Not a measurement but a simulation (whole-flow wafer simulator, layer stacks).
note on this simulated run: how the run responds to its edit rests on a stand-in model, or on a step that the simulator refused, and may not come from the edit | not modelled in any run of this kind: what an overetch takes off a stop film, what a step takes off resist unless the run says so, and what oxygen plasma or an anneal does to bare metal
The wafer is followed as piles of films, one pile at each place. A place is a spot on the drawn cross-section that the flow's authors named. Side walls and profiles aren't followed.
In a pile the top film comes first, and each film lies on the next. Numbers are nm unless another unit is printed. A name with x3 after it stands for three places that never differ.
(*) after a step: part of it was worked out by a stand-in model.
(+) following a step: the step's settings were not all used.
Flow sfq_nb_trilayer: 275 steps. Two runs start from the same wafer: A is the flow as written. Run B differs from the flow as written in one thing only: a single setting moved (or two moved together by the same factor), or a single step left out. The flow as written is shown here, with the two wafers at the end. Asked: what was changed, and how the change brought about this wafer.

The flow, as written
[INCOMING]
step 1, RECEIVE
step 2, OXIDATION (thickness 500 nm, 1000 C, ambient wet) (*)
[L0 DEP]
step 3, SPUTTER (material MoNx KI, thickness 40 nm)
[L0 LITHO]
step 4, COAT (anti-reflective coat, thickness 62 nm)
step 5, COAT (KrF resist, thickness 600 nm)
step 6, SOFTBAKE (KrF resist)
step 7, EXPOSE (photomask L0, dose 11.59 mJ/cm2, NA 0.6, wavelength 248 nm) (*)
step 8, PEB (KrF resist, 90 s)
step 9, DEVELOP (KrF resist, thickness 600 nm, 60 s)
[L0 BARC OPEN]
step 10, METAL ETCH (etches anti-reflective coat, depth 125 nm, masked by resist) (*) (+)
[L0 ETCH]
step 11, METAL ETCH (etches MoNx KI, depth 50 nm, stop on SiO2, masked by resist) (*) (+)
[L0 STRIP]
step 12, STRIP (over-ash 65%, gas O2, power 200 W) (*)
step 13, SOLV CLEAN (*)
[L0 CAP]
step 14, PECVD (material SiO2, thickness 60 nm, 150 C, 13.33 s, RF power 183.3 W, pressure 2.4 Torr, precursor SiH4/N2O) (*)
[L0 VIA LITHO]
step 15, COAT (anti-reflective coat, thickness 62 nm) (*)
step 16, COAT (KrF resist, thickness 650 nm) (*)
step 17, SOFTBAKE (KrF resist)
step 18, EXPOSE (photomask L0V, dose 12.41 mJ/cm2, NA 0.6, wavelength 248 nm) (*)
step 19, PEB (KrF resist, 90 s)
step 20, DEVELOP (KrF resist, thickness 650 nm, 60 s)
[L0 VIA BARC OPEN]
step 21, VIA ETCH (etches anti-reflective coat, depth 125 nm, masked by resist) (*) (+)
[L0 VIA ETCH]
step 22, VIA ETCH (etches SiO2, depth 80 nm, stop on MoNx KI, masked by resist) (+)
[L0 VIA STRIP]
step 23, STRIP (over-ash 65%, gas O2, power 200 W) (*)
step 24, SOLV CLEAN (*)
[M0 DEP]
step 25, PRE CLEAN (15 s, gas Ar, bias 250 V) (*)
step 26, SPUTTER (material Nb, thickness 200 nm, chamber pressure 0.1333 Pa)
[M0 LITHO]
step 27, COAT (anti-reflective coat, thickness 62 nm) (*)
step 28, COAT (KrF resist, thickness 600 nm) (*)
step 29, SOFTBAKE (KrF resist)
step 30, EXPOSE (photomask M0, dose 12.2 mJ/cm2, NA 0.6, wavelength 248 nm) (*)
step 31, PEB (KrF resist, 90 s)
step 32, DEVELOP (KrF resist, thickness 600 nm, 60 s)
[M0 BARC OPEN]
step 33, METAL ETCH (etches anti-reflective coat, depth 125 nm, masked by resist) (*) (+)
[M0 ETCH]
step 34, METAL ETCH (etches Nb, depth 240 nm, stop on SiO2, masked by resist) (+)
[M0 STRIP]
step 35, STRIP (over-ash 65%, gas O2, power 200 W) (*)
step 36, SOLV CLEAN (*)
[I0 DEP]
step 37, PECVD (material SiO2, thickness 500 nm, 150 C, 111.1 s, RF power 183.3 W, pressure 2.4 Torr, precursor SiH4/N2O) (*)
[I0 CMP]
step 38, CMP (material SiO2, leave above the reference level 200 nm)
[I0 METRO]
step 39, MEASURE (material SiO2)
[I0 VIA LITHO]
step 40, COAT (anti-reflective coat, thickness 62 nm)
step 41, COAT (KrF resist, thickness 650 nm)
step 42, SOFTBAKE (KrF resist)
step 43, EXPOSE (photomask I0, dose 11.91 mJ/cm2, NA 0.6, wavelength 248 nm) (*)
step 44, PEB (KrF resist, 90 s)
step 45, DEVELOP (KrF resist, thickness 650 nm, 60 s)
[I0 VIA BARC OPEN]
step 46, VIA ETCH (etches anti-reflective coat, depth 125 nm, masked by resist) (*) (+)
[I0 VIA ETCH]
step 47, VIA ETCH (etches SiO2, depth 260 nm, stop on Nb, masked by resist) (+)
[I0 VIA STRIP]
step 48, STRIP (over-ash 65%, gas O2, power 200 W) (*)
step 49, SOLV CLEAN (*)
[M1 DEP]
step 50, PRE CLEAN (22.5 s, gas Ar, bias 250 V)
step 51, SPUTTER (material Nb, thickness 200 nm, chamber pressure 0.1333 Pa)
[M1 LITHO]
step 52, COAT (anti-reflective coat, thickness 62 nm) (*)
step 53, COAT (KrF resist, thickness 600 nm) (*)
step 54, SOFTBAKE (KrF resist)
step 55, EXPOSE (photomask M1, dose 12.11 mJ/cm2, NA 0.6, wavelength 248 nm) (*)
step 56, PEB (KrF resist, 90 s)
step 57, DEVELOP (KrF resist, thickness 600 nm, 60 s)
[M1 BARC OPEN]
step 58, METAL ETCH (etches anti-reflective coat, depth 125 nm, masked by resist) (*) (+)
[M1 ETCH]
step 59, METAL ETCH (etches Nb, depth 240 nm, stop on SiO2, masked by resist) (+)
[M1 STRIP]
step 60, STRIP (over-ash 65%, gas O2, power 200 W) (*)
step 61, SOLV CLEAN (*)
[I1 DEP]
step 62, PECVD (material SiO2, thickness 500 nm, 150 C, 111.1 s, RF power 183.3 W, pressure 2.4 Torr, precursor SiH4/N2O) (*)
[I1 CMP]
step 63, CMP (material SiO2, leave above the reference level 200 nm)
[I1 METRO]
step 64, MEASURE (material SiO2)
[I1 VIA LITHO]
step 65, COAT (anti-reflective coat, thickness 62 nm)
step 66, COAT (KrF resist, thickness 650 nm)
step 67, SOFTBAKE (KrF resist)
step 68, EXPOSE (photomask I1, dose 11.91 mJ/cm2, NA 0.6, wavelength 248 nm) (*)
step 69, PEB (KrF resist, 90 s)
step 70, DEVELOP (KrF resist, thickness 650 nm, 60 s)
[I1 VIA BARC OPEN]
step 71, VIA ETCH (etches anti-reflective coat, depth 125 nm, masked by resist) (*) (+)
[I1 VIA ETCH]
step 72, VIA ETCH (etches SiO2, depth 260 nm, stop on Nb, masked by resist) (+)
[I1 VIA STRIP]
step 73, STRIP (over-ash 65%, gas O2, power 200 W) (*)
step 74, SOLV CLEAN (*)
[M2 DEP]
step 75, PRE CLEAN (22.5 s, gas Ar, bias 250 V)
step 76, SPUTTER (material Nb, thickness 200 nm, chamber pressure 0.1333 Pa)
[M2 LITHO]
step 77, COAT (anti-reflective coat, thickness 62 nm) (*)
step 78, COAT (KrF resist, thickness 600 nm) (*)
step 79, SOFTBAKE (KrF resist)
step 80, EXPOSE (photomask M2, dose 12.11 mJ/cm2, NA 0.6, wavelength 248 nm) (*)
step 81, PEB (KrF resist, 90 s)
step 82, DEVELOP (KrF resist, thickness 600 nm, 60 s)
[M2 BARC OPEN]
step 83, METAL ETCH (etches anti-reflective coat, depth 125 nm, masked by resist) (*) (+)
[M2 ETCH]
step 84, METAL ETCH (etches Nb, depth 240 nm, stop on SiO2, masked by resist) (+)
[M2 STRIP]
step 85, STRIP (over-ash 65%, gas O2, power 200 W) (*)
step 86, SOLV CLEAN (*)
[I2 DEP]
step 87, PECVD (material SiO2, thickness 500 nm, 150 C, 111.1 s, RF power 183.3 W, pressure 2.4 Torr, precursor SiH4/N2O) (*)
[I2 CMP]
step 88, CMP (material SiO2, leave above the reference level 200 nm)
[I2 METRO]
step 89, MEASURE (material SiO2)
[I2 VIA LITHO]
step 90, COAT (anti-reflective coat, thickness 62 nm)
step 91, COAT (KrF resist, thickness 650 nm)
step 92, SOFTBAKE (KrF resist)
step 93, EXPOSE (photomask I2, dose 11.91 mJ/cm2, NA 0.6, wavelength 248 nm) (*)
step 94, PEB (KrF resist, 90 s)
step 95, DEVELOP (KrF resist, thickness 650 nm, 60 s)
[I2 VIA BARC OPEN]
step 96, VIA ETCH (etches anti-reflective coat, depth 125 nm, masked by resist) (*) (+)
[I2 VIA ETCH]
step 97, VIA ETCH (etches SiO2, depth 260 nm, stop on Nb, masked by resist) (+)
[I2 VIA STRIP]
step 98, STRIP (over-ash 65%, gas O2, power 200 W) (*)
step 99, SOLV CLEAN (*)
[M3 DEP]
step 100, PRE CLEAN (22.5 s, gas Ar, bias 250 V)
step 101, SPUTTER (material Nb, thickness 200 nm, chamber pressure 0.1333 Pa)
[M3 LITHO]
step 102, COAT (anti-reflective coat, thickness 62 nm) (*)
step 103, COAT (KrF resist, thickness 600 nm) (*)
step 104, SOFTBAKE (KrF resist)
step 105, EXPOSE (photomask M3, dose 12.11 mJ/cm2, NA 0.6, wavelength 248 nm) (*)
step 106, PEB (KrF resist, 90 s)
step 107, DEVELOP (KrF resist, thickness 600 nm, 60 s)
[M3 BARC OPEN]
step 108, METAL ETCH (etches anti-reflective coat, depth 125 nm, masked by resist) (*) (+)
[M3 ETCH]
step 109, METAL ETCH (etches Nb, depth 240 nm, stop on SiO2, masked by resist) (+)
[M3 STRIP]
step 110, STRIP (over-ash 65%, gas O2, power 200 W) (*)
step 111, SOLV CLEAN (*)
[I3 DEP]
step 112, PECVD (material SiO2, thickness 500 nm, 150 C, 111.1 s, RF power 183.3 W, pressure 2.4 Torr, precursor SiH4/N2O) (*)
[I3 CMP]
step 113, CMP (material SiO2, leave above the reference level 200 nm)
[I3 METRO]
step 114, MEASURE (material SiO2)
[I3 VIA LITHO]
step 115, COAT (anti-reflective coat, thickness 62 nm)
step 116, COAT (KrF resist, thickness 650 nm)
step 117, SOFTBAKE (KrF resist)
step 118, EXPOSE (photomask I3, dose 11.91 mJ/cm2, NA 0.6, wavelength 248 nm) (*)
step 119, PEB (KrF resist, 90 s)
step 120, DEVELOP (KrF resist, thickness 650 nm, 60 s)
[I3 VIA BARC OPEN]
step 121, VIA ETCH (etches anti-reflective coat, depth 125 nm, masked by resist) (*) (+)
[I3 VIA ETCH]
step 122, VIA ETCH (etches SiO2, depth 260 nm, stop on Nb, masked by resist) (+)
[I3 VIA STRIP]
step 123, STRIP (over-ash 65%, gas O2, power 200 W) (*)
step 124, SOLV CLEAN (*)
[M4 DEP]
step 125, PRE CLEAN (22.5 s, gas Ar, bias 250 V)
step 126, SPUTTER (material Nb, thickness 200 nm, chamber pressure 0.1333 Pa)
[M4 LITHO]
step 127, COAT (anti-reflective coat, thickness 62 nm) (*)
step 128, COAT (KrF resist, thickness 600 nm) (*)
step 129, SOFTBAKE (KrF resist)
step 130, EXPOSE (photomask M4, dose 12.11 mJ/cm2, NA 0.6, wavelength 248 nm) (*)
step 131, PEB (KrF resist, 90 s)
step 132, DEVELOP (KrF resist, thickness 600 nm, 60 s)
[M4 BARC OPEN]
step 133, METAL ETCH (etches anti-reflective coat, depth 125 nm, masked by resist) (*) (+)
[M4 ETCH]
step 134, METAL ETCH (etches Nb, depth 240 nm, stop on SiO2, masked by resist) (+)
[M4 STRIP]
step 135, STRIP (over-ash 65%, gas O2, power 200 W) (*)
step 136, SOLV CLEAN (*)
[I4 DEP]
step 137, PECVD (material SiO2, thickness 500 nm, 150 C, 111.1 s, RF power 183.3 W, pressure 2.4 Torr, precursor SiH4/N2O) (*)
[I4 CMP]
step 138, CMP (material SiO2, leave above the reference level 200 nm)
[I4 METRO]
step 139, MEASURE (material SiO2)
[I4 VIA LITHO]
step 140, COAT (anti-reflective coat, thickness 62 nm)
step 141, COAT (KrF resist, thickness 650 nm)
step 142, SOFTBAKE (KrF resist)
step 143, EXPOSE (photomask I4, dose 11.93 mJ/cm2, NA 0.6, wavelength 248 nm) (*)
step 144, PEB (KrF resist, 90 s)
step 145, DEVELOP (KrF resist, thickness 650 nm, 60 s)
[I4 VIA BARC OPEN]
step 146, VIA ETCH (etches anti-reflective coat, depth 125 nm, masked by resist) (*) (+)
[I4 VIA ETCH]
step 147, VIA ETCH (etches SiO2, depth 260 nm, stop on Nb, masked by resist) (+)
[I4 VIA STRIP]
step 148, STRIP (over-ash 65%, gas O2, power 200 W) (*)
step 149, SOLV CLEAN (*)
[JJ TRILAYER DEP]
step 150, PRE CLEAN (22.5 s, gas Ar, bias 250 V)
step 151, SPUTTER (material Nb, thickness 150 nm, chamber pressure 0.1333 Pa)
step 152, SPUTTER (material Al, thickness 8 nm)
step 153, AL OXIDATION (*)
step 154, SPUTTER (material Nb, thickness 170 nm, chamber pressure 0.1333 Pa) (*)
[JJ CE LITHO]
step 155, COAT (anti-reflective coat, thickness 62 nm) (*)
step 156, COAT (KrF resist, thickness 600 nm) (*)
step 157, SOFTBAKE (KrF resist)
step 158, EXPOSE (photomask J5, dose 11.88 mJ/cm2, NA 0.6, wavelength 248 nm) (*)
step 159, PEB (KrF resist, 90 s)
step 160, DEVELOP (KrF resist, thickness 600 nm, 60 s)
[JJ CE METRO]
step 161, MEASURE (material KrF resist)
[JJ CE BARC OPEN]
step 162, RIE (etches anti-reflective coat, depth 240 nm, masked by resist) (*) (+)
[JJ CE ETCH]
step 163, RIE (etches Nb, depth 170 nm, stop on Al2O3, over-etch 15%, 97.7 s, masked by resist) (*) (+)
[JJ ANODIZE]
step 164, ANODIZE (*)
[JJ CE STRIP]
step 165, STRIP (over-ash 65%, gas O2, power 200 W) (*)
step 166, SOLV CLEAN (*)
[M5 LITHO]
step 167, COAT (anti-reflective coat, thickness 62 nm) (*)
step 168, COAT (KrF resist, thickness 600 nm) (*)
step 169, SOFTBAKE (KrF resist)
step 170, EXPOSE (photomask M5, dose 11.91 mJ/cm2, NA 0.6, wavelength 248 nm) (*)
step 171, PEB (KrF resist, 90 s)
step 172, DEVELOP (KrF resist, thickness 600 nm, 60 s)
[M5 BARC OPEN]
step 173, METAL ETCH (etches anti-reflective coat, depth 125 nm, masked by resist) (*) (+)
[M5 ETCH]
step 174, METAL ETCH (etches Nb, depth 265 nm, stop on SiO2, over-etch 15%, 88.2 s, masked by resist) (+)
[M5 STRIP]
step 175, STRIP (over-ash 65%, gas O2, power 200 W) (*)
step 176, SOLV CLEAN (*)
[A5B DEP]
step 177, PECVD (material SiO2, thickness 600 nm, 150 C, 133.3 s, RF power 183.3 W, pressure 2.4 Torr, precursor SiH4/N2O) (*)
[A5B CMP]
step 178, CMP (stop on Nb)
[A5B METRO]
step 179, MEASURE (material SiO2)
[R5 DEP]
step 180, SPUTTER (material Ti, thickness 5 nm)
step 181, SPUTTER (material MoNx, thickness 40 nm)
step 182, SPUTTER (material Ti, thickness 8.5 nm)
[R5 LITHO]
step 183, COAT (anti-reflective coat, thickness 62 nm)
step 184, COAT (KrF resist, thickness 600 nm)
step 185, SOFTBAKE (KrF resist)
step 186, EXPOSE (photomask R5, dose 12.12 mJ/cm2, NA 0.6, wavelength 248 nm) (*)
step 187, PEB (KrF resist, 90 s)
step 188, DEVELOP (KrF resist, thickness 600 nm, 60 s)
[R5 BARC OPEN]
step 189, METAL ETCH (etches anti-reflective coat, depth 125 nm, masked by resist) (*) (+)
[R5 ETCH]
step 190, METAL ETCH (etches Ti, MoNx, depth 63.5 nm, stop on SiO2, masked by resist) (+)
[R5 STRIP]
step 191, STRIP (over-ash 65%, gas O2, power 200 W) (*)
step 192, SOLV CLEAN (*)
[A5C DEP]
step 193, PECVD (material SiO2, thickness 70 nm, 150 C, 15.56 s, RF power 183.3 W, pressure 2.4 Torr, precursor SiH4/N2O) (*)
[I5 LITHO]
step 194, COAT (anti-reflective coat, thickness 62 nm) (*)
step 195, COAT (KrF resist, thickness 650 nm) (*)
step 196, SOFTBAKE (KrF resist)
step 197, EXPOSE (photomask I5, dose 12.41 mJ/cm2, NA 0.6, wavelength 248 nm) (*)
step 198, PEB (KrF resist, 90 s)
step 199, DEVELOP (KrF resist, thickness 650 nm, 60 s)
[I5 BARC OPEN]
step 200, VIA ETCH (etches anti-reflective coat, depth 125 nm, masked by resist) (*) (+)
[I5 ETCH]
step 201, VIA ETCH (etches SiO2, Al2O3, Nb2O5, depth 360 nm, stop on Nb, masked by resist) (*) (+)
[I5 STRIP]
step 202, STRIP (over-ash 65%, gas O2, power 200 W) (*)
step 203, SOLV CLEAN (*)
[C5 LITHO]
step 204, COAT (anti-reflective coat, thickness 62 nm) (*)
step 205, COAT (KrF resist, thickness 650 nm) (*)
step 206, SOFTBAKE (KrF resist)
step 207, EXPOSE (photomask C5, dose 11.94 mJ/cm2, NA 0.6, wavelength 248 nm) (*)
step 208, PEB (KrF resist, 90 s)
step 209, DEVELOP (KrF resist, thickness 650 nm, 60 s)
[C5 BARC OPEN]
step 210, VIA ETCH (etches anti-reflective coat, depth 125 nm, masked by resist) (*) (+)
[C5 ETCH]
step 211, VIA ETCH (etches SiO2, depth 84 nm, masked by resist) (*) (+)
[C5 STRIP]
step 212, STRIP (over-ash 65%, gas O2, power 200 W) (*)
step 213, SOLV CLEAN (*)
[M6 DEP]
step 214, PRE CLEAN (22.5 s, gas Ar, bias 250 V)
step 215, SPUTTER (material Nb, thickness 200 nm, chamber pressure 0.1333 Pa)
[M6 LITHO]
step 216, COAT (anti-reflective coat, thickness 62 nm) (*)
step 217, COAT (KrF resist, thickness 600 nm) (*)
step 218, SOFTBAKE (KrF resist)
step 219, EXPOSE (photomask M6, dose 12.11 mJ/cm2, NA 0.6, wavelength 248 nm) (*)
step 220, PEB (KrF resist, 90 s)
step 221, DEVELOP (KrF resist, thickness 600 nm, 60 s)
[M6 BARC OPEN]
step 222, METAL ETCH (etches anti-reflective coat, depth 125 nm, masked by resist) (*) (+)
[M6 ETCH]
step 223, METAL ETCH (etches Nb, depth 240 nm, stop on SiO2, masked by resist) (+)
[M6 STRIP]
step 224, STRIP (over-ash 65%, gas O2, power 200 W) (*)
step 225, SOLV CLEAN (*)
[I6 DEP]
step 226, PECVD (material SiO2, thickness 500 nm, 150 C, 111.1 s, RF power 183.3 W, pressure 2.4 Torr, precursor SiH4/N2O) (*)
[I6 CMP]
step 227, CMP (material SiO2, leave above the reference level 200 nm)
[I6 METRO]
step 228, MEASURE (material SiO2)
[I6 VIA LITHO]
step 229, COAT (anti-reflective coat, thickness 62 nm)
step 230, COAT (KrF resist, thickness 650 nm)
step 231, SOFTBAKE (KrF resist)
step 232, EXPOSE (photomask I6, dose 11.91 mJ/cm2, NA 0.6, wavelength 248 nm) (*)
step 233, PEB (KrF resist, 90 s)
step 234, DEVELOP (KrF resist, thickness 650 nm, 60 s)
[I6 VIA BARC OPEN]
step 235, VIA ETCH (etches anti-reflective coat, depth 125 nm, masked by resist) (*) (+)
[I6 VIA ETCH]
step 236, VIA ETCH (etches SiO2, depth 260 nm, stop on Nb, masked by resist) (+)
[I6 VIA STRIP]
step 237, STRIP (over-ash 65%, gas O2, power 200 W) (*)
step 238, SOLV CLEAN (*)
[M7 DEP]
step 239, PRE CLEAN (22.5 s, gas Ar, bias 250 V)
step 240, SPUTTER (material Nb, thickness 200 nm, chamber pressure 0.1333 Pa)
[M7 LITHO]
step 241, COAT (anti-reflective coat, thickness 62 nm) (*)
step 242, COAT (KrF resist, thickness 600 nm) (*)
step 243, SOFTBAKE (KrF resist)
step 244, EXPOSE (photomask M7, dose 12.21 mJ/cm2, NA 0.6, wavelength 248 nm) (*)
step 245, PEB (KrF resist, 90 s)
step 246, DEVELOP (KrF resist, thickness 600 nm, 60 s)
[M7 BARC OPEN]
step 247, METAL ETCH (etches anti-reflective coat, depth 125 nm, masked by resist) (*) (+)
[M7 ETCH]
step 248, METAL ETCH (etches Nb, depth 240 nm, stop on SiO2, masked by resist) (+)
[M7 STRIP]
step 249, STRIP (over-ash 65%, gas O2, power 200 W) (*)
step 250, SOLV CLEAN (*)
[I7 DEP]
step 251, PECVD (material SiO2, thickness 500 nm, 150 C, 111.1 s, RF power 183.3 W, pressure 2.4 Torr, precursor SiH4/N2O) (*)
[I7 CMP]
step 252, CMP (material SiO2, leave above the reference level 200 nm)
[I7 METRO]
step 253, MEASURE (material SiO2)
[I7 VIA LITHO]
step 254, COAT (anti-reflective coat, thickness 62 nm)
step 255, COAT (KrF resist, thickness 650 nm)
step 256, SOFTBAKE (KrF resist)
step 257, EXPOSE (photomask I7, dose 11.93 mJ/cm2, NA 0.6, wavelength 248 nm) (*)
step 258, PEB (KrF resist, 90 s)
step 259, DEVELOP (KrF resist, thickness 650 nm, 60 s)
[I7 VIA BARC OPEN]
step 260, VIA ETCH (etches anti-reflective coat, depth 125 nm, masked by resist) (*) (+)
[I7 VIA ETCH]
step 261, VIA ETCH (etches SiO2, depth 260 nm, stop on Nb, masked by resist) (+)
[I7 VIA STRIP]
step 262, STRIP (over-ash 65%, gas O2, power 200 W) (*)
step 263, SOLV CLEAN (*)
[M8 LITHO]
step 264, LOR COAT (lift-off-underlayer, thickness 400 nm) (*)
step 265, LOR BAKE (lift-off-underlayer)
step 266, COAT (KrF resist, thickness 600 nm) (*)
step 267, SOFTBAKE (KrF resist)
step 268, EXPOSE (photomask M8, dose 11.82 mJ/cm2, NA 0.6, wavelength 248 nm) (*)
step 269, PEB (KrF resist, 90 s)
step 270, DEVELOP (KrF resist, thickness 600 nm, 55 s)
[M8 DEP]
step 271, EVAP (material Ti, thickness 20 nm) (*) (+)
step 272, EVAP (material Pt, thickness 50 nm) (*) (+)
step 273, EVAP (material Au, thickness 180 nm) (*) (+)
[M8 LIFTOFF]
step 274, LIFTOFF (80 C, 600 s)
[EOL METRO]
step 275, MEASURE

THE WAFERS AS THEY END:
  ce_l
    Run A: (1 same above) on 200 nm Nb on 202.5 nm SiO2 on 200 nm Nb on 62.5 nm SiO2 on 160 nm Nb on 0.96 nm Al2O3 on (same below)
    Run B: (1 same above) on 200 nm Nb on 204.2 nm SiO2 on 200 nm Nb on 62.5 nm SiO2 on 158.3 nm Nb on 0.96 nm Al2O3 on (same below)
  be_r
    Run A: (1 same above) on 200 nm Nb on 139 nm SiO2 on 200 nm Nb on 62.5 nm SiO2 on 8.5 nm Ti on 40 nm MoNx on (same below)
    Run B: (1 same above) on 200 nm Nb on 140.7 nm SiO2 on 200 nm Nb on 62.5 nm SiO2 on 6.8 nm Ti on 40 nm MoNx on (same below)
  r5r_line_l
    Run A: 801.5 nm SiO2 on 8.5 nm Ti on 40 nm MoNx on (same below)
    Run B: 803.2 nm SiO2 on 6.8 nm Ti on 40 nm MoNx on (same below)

Cause: step 182, SPUTTER: thickness 6.8 nm was run, though the flow has thickness 8.5 nm.
One can read it off the wafer: be_r has Ti 6.8, and step 182 as written asks for 8.5 nm.

Step by step, how the change led to this:
  step 182, SPUTTER (material Ti, thickness 8.5 nm)
      field_l, v_sur, via_wl and 103 more: A +8.5 Ti (new film) | B +6.8 Ti (new film)
  step 190, METAL ETCH (etches Ti, MoNx, depth 63.5 nm, stop on SiO2, masked by resist) (+)
      field_l, v_sur, via_wl and 92 more: A -8.5 Ti (all of it), -40 MoNx (all of it), -5 Ti (all of it) | B -6.8 Ti (all of it), -40 MoNx (all of it), -5 Ti (all of it)
      ce_l, c5j, ce_r, wl_jj: A -8.5 Ti (all of it), -40 MoNx (all of it), -5 Ti (all of it), -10 Nb | B -6.8 Ti (all of it), -40 MoNx (all of it), -5 Ti (all of it), -11.7 Nb
